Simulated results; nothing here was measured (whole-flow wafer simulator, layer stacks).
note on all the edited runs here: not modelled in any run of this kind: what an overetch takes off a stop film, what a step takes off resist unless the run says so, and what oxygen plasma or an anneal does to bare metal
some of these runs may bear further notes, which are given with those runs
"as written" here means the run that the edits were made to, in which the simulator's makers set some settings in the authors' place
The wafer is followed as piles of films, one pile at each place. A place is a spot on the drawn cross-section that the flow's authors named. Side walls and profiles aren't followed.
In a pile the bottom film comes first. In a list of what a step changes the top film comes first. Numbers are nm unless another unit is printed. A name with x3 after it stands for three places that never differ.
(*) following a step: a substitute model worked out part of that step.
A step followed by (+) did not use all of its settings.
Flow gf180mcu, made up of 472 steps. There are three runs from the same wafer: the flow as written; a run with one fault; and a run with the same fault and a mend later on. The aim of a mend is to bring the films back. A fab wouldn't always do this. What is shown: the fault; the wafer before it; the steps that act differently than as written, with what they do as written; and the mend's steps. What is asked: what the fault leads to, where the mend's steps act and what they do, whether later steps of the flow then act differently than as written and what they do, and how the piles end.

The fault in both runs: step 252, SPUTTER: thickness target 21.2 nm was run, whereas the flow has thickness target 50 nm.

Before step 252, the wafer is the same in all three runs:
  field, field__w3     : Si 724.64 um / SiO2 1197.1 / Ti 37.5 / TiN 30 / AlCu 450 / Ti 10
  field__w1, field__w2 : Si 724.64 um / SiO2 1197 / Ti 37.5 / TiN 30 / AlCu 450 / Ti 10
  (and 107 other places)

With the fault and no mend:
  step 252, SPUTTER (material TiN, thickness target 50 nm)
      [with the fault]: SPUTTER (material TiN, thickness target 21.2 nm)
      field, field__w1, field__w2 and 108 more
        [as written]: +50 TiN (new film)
        [with the fault]: +21.2 TiN (new film)
  Later steps of the flow acting differently than as written (2 more steps, not shown, differ only slightly: by at most 2% or 0.5 nm, whichever is larger):
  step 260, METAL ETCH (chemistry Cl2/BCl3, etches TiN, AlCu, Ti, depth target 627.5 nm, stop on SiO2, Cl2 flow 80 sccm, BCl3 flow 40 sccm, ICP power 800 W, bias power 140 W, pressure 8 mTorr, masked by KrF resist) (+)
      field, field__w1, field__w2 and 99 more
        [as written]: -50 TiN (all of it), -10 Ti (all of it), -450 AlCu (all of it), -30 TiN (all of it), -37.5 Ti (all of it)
        [with the fault]: -21.2 TiN (all of it), -10 Ti (all of it), -450 AlCu (all of it), -30 TiN (all of it), -37.5 Ti (all of it)
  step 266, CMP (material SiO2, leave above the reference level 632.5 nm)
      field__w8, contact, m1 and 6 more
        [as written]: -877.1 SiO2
        [with the fault]: -848.3 SiO2
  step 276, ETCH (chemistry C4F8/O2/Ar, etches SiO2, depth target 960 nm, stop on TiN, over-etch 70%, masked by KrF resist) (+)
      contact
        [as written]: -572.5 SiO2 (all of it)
        [with the fault]: -601.3 SiO2 (all of it)
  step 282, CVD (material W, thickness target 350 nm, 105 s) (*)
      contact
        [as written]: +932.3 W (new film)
        [with the fault]: +961.4 W (new film)
  By the end, the piles at field__w8, contact, m1 and 6 more depart from the flow's by more than 2% or 0.5 nm, whichever is larger.
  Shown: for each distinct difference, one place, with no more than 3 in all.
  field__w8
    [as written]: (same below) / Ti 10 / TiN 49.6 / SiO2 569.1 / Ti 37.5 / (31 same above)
    [with the fault]: (same below) / Ti 10 / TiN 20.8 / SiO2 597.9 / Ti 37.5 / (31 same above)
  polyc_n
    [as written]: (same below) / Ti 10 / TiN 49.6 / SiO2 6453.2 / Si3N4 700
    [with the fault]: (same below) / Ti 10 / TiN 20.8 / SiO2 6482 / Si3N4 700
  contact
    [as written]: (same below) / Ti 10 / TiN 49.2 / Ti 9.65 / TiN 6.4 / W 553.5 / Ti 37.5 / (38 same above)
    [with the fault]: (same below) / Ti 10 / TiN 20.4 / Ti 9.49 / TiN 6.3 / W 582.6 / Ti 37.5 / (38 same above)

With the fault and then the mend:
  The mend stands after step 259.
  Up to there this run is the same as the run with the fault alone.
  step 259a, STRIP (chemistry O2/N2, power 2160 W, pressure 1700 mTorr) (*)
      field__w8, contact, m1 and 6 more
        -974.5 KrF resist (all of it)
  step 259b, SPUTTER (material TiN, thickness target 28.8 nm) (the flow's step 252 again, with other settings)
      field, field__w1, field__w2 and 108 more
        +28.8 TiN
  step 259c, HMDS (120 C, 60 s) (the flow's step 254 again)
      does not change any film at any place that is followed
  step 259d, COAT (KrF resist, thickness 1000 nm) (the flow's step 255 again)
      field, field__w1, field__w2 and 108 more
        +1000 KrF resist (new film)
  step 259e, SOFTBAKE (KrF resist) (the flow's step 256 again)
      does not change any film at any place that is followed
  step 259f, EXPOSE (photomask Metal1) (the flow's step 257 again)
      does not change any film at any place that is followed
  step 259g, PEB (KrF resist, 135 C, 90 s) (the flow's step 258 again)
      field, field__w1, field__w2 and 108 more
        -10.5 KrF resist
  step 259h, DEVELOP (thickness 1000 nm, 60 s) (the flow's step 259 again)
      field, field__w1, field__w2 and 99 more
        -989.5 KrF resist (all of it)
      field__w8, contact, m1 and 6 more
        -14.9 KrF resist
  Every later step of the flow that is run acts as written at every place that is followed.
  The piles end the same as the flow's at every place that both follow.
